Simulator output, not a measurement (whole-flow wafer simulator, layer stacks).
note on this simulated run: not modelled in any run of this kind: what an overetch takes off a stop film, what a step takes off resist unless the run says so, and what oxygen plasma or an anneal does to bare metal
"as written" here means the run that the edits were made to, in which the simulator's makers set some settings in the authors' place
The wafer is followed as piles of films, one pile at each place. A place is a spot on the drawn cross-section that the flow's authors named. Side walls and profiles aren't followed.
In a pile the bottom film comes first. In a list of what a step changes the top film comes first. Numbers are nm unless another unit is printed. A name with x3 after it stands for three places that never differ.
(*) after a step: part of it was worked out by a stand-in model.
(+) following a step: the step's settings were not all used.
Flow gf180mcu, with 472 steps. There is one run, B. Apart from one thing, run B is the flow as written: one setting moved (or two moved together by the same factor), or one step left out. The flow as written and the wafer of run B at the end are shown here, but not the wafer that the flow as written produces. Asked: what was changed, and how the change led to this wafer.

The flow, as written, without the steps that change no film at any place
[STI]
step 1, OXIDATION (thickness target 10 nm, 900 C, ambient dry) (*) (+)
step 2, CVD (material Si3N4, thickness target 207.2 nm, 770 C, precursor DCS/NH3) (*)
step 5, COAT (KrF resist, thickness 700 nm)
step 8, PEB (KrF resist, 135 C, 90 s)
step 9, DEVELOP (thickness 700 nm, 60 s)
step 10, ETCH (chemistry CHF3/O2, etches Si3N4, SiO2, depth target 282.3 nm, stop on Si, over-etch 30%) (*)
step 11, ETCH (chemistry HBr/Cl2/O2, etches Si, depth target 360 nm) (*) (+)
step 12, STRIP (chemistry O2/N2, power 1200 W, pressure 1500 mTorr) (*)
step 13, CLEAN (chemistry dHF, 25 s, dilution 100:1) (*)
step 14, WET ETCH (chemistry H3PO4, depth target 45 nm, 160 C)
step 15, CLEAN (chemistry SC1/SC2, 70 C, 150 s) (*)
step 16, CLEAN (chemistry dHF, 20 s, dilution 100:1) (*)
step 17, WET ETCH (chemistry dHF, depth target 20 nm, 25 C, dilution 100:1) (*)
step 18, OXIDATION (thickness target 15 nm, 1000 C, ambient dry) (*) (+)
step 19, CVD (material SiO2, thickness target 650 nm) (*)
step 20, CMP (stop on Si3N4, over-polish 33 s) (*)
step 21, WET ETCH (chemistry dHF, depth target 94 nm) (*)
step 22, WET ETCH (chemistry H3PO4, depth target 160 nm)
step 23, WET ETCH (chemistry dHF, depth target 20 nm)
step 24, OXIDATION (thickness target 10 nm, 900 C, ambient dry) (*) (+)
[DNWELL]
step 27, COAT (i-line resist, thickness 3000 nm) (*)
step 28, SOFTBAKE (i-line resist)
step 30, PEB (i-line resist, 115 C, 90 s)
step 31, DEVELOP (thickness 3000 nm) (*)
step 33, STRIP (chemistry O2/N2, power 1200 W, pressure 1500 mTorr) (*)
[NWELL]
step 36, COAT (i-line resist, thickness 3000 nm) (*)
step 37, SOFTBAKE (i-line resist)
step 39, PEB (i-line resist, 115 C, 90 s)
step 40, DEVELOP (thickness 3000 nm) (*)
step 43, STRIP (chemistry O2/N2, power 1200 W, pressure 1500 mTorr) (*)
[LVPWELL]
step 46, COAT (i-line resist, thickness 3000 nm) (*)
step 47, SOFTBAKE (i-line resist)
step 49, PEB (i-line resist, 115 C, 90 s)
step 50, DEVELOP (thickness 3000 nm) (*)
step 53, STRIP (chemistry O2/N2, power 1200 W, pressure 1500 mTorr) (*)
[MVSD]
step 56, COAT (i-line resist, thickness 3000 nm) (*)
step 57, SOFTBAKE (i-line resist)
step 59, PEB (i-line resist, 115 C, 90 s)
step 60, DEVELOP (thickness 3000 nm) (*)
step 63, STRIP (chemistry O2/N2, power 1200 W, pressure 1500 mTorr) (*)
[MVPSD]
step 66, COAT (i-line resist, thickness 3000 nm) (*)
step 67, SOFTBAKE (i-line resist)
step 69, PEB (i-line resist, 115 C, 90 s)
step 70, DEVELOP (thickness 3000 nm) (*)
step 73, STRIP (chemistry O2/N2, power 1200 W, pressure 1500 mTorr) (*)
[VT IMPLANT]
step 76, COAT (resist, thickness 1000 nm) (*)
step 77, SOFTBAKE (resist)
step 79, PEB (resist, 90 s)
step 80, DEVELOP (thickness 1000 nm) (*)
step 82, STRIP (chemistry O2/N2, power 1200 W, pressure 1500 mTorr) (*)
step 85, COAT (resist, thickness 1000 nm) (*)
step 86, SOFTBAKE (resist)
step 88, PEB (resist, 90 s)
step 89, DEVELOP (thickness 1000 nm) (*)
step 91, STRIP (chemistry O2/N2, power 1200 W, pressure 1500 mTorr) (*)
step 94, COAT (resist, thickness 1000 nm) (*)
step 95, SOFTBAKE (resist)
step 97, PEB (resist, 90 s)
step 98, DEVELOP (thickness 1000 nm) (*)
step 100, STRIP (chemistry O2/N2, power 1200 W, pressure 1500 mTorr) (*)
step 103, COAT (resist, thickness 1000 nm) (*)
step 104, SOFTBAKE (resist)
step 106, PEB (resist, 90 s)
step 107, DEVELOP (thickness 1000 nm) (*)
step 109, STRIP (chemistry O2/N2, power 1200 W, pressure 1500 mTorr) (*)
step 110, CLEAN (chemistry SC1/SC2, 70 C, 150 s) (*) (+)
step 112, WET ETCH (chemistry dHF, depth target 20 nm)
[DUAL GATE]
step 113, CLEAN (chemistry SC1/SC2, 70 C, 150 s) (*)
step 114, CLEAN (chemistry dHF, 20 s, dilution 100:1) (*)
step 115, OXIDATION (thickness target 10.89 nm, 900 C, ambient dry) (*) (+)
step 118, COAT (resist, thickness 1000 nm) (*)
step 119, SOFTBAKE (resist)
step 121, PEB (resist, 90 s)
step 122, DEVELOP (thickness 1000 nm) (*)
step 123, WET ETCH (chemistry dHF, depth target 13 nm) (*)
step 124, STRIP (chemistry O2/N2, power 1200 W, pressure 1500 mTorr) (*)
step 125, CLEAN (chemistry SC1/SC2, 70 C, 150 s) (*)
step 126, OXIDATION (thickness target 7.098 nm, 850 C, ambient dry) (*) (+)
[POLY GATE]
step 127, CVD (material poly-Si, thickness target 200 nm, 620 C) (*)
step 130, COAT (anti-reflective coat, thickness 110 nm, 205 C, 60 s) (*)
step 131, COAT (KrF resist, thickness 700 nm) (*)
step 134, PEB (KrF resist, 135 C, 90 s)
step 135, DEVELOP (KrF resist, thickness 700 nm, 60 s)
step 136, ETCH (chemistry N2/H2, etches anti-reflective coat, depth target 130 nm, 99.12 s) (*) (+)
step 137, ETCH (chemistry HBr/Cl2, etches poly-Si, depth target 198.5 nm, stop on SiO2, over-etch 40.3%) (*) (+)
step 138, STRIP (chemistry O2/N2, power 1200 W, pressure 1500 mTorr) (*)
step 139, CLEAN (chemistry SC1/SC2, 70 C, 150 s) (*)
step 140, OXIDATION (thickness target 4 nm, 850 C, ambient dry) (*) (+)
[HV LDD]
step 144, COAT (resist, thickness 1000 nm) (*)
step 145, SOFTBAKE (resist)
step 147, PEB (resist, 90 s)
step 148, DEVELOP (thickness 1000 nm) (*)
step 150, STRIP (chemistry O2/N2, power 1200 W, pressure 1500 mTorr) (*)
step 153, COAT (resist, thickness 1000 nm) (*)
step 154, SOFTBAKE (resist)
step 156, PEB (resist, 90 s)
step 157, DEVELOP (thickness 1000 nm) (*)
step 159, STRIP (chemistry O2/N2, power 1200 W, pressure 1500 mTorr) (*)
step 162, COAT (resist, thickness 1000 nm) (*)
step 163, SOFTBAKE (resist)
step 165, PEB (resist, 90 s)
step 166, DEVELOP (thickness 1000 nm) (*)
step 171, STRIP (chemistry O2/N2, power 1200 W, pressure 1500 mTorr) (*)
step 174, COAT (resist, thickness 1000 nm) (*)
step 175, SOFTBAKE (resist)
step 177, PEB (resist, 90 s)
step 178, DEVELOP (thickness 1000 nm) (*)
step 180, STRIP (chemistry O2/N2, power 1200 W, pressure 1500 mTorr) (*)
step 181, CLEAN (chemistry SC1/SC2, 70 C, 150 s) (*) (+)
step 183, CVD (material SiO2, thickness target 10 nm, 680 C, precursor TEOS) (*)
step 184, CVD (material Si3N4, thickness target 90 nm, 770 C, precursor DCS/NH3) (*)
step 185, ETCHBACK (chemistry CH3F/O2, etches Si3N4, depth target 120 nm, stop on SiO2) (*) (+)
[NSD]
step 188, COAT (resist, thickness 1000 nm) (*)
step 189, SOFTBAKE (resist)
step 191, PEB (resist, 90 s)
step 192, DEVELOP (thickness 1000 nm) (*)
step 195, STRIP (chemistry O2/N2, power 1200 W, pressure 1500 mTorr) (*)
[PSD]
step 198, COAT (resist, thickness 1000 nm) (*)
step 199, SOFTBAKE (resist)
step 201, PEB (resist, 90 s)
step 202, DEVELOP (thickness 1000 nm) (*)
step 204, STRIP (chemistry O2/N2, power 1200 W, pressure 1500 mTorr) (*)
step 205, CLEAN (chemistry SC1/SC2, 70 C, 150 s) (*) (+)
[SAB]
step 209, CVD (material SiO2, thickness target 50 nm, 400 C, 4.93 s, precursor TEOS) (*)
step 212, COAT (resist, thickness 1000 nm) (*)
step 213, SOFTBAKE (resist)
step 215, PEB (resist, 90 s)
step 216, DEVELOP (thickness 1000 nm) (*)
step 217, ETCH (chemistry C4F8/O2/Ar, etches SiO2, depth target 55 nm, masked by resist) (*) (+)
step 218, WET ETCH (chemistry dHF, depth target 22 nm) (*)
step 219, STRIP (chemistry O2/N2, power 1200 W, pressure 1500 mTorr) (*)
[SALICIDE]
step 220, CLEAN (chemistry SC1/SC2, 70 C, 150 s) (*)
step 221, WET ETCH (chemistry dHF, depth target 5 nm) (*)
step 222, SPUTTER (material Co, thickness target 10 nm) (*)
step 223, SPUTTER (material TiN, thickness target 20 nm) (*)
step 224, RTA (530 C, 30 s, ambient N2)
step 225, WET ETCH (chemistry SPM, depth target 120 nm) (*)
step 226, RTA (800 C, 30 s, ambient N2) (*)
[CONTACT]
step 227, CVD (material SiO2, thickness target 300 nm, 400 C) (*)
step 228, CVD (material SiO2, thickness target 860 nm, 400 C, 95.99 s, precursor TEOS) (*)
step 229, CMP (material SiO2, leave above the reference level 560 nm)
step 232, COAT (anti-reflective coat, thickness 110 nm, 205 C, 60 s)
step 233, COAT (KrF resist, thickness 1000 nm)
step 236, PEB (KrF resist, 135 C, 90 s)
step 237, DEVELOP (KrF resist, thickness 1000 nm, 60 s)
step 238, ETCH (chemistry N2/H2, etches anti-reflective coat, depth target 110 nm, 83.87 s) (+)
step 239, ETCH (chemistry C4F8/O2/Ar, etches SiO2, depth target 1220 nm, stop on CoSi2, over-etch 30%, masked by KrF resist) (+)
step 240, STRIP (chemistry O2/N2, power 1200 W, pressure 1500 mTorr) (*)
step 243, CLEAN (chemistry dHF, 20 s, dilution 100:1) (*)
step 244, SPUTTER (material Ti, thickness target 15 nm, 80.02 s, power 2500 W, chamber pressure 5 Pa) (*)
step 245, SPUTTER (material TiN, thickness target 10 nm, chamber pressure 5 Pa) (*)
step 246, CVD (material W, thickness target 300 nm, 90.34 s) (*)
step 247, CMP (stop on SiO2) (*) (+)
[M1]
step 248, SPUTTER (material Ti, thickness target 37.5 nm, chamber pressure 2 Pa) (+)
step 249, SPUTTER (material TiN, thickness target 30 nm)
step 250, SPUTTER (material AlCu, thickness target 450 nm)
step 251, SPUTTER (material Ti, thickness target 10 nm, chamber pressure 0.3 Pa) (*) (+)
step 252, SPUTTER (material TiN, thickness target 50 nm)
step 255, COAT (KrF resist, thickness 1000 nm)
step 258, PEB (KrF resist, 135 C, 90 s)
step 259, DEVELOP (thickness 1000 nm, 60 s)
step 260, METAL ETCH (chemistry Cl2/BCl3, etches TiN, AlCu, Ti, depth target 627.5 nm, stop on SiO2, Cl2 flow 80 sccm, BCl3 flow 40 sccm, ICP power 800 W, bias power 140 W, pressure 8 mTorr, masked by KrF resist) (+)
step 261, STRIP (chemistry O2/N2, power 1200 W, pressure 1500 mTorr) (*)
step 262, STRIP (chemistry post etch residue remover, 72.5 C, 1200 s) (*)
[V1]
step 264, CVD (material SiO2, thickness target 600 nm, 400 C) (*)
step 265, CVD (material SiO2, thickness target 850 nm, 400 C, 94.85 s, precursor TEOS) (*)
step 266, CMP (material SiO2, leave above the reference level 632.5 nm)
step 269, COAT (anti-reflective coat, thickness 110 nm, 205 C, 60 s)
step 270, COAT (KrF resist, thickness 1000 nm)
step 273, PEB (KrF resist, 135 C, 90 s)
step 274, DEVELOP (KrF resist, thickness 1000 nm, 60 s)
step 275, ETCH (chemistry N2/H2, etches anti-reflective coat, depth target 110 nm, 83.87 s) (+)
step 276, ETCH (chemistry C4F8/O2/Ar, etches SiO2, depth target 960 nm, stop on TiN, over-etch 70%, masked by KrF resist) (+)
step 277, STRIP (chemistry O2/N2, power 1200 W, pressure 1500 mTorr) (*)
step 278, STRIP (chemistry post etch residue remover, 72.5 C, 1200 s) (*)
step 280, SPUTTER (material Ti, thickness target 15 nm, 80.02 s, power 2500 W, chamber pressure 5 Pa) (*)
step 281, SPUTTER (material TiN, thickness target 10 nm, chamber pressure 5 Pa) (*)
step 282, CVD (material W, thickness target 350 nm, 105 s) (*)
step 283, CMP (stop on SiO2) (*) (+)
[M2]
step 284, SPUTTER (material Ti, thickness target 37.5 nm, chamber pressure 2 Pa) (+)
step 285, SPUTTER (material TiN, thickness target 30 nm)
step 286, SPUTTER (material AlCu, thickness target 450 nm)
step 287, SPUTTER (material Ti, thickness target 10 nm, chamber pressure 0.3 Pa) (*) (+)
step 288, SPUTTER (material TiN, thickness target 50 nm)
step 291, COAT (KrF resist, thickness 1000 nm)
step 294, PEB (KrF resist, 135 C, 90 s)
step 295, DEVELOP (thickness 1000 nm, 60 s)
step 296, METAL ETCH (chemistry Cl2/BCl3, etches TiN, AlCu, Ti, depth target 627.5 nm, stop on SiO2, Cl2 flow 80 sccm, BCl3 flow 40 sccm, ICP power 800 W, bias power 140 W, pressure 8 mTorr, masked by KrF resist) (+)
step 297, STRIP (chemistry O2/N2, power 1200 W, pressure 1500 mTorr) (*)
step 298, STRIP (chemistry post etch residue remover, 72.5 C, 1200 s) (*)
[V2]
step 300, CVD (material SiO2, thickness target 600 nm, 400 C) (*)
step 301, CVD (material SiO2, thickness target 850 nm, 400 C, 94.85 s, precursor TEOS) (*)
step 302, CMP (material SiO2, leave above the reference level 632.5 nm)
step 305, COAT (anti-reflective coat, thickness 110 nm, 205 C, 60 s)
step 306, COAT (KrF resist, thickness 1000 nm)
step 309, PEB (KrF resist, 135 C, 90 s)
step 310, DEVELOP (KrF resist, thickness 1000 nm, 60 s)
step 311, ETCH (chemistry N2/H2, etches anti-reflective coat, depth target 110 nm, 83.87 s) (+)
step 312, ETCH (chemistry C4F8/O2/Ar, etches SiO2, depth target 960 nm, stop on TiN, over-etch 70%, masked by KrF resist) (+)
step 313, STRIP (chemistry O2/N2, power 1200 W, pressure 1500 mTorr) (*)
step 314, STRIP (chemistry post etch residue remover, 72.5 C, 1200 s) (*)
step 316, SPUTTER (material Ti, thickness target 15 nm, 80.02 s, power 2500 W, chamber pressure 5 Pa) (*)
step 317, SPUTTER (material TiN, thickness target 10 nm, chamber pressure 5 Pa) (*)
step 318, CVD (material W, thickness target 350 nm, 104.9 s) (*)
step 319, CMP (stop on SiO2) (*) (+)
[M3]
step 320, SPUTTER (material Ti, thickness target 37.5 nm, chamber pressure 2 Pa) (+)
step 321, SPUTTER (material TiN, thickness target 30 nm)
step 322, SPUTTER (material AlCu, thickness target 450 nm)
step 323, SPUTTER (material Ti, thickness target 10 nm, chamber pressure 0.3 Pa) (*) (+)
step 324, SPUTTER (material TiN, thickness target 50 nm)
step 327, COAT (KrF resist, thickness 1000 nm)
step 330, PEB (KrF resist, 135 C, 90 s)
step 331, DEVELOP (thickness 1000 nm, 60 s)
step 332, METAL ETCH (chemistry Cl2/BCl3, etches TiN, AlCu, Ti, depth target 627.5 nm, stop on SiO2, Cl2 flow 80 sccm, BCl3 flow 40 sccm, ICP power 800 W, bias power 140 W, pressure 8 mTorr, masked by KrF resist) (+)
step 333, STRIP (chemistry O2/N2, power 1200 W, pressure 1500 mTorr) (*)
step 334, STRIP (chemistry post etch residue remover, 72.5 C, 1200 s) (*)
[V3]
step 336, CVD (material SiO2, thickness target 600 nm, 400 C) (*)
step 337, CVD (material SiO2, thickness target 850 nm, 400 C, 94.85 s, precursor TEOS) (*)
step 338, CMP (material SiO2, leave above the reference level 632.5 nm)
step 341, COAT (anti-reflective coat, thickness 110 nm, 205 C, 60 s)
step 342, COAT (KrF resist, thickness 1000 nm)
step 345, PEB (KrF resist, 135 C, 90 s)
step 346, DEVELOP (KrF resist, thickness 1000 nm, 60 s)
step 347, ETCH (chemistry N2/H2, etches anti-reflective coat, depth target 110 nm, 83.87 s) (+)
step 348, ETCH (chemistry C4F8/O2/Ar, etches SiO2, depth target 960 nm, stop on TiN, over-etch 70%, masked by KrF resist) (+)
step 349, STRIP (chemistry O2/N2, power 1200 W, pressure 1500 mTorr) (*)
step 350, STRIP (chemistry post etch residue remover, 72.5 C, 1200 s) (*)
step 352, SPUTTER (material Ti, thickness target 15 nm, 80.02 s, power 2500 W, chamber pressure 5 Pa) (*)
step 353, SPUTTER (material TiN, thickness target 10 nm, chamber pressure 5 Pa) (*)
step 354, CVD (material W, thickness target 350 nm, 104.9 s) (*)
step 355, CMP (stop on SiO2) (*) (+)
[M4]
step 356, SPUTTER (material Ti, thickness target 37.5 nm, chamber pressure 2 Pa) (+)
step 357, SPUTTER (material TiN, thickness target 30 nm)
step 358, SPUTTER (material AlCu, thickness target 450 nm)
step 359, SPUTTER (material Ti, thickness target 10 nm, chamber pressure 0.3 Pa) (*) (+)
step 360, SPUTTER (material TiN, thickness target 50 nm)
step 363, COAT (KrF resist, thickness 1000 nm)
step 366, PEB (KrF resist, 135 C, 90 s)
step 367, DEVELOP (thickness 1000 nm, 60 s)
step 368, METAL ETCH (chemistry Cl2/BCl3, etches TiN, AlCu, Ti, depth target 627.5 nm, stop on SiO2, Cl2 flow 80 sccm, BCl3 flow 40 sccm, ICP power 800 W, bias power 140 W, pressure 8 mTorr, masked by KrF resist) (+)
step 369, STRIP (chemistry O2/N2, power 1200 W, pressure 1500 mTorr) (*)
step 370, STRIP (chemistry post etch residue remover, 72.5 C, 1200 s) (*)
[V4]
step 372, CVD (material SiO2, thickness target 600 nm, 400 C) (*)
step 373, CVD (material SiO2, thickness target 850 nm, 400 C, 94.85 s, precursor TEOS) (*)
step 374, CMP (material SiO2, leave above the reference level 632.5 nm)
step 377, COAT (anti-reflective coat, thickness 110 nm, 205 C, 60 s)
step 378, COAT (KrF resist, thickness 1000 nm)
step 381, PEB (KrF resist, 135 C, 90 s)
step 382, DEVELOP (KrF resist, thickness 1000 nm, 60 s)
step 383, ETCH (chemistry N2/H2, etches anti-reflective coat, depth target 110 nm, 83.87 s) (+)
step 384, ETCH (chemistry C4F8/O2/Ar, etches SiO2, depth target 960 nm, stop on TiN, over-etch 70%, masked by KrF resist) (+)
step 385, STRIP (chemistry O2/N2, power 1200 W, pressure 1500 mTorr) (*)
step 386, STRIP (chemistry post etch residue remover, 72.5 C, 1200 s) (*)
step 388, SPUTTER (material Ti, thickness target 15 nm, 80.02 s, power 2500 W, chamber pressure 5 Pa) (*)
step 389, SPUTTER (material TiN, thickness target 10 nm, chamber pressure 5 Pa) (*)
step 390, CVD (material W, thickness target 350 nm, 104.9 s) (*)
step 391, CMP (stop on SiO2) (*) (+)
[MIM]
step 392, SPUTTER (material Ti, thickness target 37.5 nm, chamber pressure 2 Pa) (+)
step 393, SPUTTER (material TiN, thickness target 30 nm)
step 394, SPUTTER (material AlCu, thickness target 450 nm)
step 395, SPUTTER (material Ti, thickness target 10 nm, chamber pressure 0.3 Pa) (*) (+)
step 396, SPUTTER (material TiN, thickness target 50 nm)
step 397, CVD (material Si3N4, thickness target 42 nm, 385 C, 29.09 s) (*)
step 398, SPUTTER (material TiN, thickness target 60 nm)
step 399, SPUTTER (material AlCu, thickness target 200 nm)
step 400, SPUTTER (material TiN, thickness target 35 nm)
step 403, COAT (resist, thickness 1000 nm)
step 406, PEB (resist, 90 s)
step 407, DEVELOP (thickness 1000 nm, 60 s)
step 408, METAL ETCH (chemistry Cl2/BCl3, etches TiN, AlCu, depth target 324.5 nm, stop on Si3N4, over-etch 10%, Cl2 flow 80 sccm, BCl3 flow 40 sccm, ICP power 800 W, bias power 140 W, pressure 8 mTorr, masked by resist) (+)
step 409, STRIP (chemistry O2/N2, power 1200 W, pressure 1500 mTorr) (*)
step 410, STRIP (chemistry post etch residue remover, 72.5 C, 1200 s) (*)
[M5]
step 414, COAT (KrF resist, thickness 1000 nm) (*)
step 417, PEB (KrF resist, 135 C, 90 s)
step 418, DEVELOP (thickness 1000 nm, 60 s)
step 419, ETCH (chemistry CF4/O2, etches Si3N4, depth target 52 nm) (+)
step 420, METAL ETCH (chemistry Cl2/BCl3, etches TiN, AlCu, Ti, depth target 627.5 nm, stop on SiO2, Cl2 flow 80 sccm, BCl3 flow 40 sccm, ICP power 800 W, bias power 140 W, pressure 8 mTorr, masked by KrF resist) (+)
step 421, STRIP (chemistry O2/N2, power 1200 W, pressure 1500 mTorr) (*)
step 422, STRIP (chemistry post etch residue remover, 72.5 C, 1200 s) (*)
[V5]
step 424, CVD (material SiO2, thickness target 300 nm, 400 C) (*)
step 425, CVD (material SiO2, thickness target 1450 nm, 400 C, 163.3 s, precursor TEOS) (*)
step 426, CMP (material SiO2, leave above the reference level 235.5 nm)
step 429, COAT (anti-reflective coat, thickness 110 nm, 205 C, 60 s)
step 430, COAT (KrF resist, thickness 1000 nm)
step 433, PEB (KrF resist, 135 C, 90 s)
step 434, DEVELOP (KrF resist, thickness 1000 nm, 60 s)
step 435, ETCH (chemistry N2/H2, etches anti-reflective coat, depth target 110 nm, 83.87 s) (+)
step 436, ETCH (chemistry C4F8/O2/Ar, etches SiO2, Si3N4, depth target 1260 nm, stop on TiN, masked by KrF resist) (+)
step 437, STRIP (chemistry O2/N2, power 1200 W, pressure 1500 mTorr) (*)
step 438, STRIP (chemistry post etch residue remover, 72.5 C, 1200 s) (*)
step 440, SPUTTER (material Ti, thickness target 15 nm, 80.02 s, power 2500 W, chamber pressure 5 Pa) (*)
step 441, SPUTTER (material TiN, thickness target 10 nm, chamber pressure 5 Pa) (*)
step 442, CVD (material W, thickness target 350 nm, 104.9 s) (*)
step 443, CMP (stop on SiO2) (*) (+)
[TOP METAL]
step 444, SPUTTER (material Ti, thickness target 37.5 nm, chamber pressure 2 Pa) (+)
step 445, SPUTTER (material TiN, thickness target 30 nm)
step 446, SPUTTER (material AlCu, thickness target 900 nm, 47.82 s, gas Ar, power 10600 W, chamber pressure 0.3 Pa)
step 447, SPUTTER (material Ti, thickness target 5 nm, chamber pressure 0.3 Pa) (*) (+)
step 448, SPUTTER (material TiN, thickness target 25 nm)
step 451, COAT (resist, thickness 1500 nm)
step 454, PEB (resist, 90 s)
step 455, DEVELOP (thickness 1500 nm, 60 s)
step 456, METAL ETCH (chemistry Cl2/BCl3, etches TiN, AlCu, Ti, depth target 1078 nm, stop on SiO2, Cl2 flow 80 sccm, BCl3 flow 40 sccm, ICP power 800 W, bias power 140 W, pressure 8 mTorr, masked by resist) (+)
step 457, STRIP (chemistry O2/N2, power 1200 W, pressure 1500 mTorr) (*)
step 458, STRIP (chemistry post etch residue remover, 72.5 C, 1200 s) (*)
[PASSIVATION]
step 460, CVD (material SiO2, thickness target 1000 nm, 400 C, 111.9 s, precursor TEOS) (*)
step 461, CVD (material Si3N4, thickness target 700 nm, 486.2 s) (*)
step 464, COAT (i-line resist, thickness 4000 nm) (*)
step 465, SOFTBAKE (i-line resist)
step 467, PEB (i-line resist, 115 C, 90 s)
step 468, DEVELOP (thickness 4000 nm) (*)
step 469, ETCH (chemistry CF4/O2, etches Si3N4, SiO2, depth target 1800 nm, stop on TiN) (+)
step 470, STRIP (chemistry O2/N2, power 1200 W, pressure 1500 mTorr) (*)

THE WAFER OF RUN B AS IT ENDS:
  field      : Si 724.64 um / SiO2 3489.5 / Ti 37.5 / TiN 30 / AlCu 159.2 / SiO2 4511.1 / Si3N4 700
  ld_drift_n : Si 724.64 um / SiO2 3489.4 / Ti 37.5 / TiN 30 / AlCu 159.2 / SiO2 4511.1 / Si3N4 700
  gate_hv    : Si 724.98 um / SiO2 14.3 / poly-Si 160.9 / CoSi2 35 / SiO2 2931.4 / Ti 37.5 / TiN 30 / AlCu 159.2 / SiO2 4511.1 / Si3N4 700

What caused this: step 332, METAL ETCH: depth target 345.1 nm was run, whereas the flow has depth target 627.5 nm.

The path from the change to this, step by step:
  step 332, METAL ETCH (chemistry Cl2/BCl3, etches TiN, AlCu, Ti, depth target 627.5 nm, stop on SiO2, Cl2 flow 80 sccm, BCl3 flow 40 sccm, ICP power 800 W, bias power 140 W, pressure 8 mTorr, masked by KrF resist) (+)
      field, field__w1, field__w2 and 103 more: TiN loses 50 (all of it), Ti loses 10 (all of it), AlCu loses 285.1 (it would be, as written: TiN loses 50 (all of it), Ti loses 10 (all of it), AlCu loses 450 (all of it), TiN loses 30 (all of it), Ti loses 37.5 (all of it))
      field__w8, contact, m1, m1__w1, m1_nw: KrF resist loses 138 (it would be, as written: KrF resist loses 251)
  step 333, STRIP (chemistry O2/N2, power 1200 W, pressure 1500 mTorr) (*)
      field__w8, contact, m1, m1__w1, m1_nw: KrF resist loses 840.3 (all of it) (it would be, as written: KrF resist loses 727.4 (all of it))
  step 334, STRIP (chemistry post etch residue remover, 72.5 C, 1200 s) (*)
      field, field__w1, field__w2 and 103 more: AlCu loses 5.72 (it would be, as written: nothing)
  step 336, CVD (material SiO2, thickness target 600 nm, 400 C) (*)
      field, field__w1, field__w2 and 103 more: SiO2 gains 600 (new film) (it would be, as written: SiO2 gains 600)
  step 338, CMP (material SiO2, leave above the reference level 632.5 nm)
      field, field__w1, field__w2 and 103 more: SiO2 loses 526.7 (it would be, as written: SiO2 loses 300)
Taking metal films that touch as one body, field has 1 body; the flow as written gives 0 bodies.
Taking metal films that touch as one body, ld_drift_n has 1 body; the flow as written gives 0 bodies.
Taking metal films that touch as one body, gate_hv has 2 bodies (between them, from the top down: SiO2 2931.4); the flow as written gives 1 body.
